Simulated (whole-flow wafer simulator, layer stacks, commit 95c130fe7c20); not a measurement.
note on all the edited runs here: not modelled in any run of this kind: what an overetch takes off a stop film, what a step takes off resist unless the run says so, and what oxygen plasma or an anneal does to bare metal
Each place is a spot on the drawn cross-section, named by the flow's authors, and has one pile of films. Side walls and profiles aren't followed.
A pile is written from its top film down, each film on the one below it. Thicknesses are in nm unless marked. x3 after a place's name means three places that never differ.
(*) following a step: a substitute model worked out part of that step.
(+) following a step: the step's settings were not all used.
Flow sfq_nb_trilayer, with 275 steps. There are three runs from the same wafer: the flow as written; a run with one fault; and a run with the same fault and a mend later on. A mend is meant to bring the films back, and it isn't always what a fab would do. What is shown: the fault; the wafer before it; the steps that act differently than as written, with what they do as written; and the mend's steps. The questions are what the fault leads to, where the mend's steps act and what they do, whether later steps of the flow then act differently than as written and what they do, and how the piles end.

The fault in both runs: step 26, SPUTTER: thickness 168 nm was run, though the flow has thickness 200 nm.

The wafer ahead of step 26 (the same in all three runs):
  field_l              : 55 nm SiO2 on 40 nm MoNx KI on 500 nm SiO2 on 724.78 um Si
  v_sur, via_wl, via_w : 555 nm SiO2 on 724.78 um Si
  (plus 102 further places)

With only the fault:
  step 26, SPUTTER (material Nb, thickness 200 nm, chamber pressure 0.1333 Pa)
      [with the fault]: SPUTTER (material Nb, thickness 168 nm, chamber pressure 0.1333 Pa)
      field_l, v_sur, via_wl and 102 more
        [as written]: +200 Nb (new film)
        [with the fault]: +168 Nb (new film)
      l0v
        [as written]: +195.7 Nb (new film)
        [with the fault]: +163.7 Nb (new film)
  Later steps of the flow acting differently than as written (not shown: 4 more steps that differ only slightly, by at most 2% or 0.5 nm, whichever is larger):
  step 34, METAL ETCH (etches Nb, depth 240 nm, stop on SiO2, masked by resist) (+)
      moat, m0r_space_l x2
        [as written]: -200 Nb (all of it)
        [with the fault]: -168 Nb (all of it)
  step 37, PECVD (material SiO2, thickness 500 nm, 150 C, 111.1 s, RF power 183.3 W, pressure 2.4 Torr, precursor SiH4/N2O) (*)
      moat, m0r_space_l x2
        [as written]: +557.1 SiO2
        [with the fault]: +525.1 SiO2
  By the end, the piles at field_l, v_sur, via_wl and 100 more depart from the flow's by more than 2% or 0.5 nm, whichever is larger.
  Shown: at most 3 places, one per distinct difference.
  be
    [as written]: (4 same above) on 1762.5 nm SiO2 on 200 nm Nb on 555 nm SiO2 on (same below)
    [with the fault]: (4 same above) on 1762.5 nm SiO2 on 168 nm Nb on 555 nm SiO2 on (same below)
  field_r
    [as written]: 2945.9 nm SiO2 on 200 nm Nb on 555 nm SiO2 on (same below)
    [with the fault]: 2945.9 nm SiO2 on 168 nm Nb on 555 nm SiO2 on (same below)
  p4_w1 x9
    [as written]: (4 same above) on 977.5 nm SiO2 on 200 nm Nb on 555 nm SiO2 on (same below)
    [with the fault]: (4 same above) on 977.5 nm SiO2 on 168 nm Nb on 555 nm SiO2 on (same below)

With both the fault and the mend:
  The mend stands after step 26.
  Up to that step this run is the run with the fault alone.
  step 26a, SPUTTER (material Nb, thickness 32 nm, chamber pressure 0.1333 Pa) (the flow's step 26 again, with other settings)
      field_l, via_wl, via_w and 100 more
        +32 Nb
      v_sur
        +30.9 Nb
      lsp_r
        +31.5 Nb
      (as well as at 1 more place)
  Every later step of the flow that is run acts as written, at every place that is followed, to within 2% or 0.5 nm, whichever is larger.
  When the end is reached, the piles differ only a little from the flow's at the places that both follow, at most by 2% or 0.5 nm, whichever is larger.
